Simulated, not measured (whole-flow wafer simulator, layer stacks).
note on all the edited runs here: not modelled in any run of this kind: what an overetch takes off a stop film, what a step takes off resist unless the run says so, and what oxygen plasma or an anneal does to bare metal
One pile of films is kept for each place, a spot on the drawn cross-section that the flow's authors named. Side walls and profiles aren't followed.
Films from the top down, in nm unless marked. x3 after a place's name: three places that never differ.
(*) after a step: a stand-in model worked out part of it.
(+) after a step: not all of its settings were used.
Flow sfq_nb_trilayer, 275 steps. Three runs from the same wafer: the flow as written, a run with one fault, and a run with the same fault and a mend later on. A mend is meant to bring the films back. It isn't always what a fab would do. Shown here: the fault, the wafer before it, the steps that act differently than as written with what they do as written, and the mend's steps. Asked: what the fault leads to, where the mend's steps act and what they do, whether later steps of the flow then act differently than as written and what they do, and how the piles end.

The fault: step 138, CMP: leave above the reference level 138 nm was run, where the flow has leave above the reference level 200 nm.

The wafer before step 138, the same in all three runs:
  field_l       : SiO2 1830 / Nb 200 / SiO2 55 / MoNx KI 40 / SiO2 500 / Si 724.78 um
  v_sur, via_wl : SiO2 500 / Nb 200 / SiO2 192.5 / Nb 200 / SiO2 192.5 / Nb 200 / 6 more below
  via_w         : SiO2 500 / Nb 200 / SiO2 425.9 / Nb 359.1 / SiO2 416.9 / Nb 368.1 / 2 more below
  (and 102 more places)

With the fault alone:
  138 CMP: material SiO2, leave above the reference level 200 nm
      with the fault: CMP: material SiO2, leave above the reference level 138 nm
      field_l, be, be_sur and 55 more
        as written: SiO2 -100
        with the fault: SiO2 -162
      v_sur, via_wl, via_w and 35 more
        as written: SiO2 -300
        with the fault: SiO2 -362
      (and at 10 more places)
  Later steps of the flow that act differently than as written (5 more steps differ only slightly, by at most 2% or 0.5 nm, whichever is larger, and aren't shown):
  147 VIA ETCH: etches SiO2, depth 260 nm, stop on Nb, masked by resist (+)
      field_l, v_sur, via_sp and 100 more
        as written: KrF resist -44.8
        with the fault: KrF resist -35.6
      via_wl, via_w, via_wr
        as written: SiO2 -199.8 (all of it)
        with the fault: SiO2 -137.8 (all of it)
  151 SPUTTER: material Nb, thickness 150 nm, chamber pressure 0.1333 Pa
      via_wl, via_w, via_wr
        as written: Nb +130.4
        with the fault: Nb +137.6
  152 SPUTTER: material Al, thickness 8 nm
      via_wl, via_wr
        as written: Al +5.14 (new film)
        with the fault: Al +5.9 (new film)
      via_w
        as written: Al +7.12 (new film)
        with the fault: Al +7.74 (new film)
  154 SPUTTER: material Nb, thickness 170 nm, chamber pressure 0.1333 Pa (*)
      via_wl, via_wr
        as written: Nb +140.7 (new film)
        with the fault: Nb +120.8 (new film)
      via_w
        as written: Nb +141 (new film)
        with the fault: Nb +164.6 (new film)
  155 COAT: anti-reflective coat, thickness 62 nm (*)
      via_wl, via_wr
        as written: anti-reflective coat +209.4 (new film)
        with the fault: anti-reflective coat +197 (new film)
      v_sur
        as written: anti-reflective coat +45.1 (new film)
        with the fault: anti-reflective coat +48 (new film)
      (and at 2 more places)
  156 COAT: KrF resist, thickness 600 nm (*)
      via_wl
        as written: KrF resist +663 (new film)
        with the fault: KrF resist +640.7 (new film)
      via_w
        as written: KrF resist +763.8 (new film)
        with the fault: KrF resist +693.9 (new film)
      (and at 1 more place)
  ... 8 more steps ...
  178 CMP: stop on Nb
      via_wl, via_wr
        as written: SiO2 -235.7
        with the fault: SiO2 -304.7
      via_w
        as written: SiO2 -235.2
        with the fault: SiO2 -304.3
  At the end the piles differ from the flow's by more than 2% or 0.5 nm, whichever is larger, at field_l, v_sur, via_wl and 102 more.
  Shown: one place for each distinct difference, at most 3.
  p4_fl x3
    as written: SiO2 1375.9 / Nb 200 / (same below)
    with the fault: SiO2 1313.9 / Nb 200 / (same below)
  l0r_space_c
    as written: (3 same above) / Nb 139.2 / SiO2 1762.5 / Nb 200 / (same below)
    with the fault: (3 same above) / Nb 139.2 / SiO2 1700.5 / Nb 200 / (same below)
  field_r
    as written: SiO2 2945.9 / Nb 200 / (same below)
    with the fault: SiO2 2883.9 / Nb 200 / (same below)

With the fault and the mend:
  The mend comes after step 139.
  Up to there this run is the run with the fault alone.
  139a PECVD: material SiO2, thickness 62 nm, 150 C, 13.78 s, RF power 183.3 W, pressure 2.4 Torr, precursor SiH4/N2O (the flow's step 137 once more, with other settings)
      field_l, v_sur, via_wl and 103 more
        SiO2 +62
  No later step of the flow acts differently than as written, at any place that is followed, by more than 2% or 0.5 nm, whichever is larger.
  At the end the piles are the same as the flow's at every place that both follow.
